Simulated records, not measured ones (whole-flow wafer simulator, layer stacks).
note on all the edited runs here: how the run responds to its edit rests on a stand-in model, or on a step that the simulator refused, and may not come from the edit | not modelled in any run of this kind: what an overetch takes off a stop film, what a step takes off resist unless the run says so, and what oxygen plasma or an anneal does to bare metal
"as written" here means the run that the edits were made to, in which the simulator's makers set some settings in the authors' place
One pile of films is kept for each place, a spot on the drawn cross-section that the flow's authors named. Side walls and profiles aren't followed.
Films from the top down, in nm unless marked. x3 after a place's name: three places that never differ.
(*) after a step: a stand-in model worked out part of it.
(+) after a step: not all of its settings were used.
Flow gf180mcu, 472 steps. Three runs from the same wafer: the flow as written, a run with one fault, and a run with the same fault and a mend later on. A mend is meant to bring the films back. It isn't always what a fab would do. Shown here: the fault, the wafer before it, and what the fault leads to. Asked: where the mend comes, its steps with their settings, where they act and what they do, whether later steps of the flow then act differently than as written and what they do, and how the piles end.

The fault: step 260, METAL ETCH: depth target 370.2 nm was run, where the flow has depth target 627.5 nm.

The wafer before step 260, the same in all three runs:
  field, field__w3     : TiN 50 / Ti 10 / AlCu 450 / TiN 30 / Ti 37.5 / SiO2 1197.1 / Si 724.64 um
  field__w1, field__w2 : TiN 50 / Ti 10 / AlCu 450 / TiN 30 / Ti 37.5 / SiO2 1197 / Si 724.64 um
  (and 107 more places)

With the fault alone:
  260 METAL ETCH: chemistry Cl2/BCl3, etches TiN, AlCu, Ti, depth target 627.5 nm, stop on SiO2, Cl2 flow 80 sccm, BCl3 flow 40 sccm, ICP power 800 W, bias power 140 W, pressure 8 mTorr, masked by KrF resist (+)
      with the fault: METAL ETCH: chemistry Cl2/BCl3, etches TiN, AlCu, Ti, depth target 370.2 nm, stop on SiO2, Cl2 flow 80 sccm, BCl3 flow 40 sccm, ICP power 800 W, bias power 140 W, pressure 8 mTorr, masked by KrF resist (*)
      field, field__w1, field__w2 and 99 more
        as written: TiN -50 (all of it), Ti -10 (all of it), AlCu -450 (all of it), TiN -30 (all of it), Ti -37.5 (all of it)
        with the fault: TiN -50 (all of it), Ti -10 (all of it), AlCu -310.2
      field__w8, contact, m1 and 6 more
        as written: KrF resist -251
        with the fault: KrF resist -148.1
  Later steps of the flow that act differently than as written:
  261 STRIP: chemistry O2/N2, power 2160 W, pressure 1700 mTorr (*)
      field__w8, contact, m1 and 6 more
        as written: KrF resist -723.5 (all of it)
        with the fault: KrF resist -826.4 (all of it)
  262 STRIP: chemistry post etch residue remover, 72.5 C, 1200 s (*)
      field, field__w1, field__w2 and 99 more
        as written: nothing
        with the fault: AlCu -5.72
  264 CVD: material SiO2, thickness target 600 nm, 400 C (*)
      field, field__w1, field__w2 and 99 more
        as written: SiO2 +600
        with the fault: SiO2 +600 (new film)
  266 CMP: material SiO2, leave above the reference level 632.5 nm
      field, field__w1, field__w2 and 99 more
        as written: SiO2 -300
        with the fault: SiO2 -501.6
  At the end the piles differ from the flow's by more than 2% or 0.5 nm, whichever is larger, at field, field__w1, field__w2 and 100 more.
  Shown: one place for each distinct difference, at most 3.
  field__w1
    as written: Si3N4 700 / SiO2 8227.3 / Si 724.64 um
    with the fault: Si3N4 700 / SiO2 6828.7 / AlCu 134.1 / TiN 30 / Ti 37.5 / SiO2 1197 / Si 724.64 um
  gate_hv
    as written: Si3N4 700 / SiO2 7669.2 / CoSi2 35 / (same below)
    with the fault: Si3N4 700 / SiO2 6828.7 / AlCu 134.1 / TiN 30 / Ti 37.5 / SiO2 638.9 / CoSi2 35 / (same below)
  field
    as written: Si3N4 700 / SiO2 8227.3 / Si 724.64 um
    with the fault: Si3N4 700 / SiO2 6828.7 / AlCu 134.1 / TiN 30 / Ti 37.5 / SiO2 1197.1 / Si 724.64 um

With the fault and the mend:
  The mend comes after step 260.
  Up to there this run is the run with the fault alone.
  260a METAL ETCH: chemistry Cl2/BCl3, etches TiN, AlCu, Ti, depth target 257.3 nm, stop on SiO2, Cl2 flow 80 sccm, BCl3 flow 40 sccm, ICP power 800 W, bias power 140 W, pressure 8 mTorr, masked by KrF resist (+) (the flow's step 260 once more, with other settings)
      field, field__w1, field__w2 and 99 more
        AlCu -139.8 (all of it), TiN -30 (all of it), Ti -37.5 (all of it)
      field__w8, contact, m1 and 6 more
        KrF resist -102.9
  No later step of the flow acts differently than as written at any place that is followed.
  At the end the piles are the same as the flow's at every place that both follow.
